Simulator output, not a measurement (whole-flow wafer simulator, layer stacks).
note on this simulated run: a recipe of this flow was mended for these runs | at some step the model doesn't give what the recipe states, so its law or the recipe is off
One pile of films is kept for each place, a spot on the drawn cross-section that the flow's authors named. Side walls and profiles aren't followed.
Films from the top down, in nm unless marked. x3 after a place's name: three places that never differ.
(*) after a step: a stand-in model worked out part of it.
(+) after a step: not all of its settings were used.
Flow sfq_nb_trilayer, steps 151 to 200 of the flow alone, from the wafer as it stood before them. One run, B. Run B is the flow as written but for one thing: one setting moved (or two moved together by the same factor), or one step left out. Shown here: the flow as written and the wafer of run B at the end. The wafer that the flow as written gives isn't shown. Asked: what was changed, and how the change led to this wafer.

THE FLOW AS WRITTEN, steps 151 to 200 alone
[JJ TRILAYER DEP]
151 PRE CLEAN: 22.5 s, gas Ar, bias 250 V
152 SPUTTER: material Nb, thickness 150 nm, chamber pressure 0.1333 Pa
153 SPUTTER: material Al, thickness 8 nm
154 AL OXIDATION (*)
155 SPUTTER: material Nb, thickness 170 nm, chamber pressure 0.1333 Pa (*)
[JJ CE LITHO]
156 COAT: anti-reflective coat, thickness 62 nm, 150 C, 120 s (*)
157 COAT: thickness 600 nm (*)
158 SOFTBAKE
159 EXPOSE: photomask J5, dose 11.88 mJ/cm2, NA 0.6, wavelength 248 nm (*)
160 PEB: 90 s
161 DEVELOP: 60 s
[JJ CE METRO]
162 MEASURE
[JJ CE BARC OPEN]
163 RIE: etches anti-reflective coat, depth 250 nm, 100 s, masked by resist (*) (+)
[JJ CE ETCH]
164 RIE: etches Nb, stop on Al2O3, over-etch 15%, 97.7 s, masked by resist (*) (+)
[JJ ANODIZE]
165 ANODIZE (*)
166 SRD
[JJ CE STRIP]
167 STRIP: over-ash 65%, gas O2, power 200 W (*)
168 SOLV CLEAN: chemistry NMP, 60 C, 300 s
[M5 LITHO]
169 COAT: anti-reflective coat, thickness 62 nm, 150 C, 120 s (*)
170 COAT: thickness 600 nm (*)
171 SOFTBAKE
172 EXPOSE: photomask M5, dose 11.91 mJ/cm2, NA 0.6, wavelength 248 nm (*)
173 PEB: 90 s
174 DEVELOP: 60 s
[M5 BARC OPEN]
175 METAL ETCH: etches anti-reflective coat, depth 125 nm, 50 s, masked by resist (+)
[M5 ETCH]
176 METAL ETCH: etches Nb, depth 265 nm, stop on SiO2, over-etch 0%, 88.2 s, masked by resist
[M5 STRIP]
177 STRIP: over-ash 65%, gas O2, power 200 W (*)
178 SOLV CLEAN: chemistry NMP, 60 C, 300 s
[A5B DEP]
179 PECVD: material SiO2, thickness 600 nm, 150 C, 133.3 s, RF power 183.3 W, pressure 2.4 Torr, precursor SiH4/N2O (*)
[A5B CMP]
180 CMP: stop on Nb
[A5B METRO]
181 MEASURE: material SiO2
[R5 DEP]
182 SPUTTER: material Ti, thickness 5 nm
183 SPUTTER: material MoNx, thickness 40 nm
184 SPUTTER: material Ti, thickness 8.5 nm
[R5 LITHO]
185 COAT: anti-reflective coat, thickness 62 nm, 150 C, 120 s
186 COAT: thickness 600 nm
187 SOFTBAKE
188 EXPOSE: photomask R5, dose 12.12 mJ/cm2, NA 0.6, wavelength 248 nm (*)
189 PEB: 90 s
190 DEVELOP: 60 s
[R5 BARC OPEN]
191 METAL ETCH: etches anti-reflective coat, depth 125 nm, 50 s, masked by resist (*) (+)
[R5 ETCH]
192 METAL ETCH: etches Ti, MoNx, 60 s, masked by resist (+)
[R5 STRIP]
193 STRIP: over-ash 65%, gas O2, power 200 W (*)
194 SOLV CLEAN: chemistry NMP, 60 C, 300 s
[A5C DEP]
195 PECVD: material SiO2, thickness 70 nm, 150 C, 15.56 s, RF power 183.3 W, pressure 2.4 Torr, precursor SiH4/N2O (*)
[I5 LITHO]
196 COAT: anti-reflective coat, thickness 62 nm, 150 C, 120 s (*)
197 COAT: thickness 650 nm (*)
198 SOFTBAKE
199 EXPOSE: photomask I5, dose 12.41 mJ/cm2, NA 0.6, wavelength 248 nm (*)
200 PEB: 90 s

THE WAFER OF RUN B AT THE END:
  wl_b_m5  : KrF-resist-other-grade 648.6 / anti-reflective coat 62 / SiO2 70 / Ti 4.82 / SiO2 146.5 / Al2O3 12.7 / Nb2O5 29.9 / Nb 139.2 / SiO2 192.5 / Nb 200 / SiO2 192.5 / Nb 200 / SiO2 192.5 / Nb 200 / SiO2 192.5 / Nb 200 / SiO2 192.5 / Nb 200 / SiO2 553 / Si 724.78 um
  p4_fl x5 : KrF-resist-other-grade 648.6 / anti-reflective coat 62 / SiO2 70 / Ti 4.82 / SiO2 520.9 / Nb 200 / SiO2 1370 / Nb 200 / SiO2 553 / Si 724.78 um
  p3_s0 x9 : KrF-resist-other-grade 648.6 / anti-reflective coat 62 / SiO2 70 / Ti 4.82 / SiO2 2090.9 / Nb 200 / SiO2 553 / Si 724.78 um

The cause: step 192, METAL ETCH: 46 s was run, where the flow has 60 s.

How the change led to this, step by step:
  192 METAL ETCH: etches Ti, MoNx, 60 s, masked by resist (+)
      field_l, v_sur, via_wl and 92 more: Ti -8.5 (all of it), MoNx -40 (all of it), Ti -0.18 (as written it would be: Ti -8.5 (all of it), MoNx -40 (all of it), Ti -5 (all of it), SiO2 -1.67)
      ce_l, c5j, ce_r, wl_jj: Ti -8.5 (all of it), MoNx -40 (all of it), Ti -0.18 (as written it would be: Ti -8.5 (all of it), MoNx -40 (all of it), Ti -5 (all of it), Nb -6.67)
      (and at 7 more places)
  195 PECVD: material SiO2, thickness 70 nm, 150 C, 15.56 s, RF power 183.3 W, pressure 2.4 Torr, precursor SiH4/N2O (*)
      field_l, v_sur, via_wl and 92 more: SiO2 +70 (new film) (as written it would be: SiO2 +70)
  196 COAT: anti-reflective coat, thickness 62 nm, 150 C, 120 s (*)
      r5r_line_l, r5r_line_c, r5r_line_r: anti-reflective coat +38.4 (new film) (as written it would be: anti-reflective coat +35.5 (new film))
      wl_j_sl, wl_j_sr: anti-reflective coat +62 (new film) (as written it would be: anti-reflective coat +60.5 (new film))
      (and at 10 more places)
Counting metal films that touch as one body, wl_b_m5 has 7 bodies (between them, from the top down: SiO2 146.5 / Al2O3 12.7 / Nb2O5 29.9; SiO2 192.5; SiO2 192.5; SiO2 192.5; SiO2 192.5; SiO2 192.5); the flow as written gives 6 bodies (between them, from the top down: SiO2 192.5; SiO2 192.5; SiO2 192.5; SiO2 192.5; SiO2 192.5).
Counting metal films that touch as one body, p4_fl x5 has 3 bodies (between them, from the top down: SiO2 520.9; SiO2 1370); the flow as written gives 2 bodies (between them, from the top down: SiO2 1370).
Counting metal films that touch as one body, p3_s0 x9 has 2 bodies (between them, from the top down: SiO2 2090.9); the flow as written gives 1 body.
